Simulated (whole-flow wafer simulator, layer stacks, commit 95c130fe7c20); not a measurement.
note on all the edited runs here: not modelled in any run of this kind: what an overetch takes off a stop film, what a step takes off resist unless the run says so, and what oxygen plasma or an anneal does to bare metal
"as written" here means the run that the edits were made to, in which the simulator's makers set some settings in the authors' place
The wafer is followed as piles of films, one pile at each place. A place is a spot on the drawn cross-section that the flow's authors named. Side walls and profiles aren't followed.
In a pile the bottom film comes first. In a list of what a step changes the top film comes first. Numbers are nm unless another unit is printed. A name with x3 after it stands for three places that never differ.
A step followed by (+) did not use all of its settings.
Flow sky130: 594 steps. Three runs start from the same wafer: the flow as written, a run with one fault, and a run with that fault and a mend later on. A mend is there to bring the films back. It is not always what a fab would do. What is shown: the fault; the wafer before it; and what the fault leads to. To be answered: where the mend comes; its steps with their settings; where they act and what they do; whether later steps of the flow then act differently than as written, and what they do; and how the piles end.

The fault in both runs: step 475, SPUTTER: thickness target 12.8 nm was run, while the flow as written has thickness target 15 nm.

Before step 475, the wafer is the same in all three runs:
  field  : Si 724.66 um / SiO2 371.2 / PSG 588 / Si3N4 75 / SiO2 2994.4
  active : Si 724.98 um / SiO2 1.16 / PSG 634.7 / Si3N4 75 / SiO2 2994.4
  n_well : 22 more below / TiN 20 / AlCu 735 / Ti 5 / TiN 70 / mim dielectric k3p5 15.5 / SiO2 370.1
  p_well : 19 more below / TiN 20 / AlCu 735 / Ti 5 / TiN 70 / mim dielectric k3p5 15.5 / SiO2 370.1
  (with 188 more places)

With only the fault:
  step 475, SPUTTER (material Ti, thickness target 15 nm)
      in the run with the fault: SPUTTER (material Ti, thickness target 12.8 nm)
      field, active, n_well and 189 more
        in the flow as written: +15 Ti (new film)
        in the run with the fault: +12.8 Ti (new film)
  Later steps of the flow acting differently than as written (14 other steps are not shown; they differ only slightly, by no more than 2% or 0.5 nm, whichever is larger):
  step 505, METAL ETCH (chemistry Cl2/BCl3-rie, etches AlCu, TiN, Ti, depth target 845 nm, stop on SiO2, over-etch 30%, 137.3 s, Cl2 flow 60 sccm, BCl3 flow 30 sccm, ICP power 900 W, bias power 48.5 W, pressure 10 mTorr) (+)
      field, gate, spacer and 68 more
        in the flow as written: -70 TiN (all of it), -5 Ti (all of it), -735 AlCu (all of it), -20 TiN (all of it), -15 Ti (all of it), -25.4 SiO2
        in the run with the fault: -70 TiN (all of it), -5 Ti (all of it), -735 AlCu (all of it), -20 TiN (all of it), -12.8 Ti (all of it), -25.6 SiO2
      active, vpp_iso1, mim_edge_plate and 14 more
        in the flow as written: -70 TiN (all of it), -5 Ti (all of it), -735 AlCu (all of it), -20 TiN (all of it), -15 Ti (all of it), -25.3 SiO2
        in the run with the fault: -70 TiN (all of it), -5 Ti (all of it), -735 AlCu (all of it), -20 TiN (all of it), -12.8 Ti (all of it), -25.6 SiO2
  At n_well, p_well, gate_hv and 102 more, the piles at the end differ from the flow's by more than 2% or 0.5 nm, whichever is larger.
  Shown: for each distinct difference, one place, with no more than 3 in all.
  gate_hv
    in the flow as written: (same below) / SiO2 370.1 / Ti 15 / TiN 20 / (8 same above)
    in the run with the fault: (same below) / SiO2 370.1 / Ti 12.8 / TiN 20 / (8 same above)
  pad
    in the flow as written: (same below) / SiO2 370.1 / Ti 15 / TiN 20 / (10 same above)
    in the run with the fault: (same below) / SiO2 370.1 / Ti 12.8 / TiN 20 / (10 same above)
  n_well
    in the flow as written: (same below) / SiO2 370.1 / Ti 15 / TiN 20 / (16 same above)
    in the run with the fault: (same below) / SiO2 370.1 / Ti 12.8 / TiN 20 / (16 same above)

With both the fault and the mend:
  After step 475 comes the mend.
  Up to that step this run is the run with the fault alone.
  step 475a, SPUTTER (material Ti, thickness target 2.2 nm) (a further turn of the flow's step 475, with different settings)
      field, active, n_well and 189 more
        +2.2 Ti
  Every later step of the flow that is run acts as written at every place that is followed.
  By the end, the piles equal the flow's at every place that both follow.
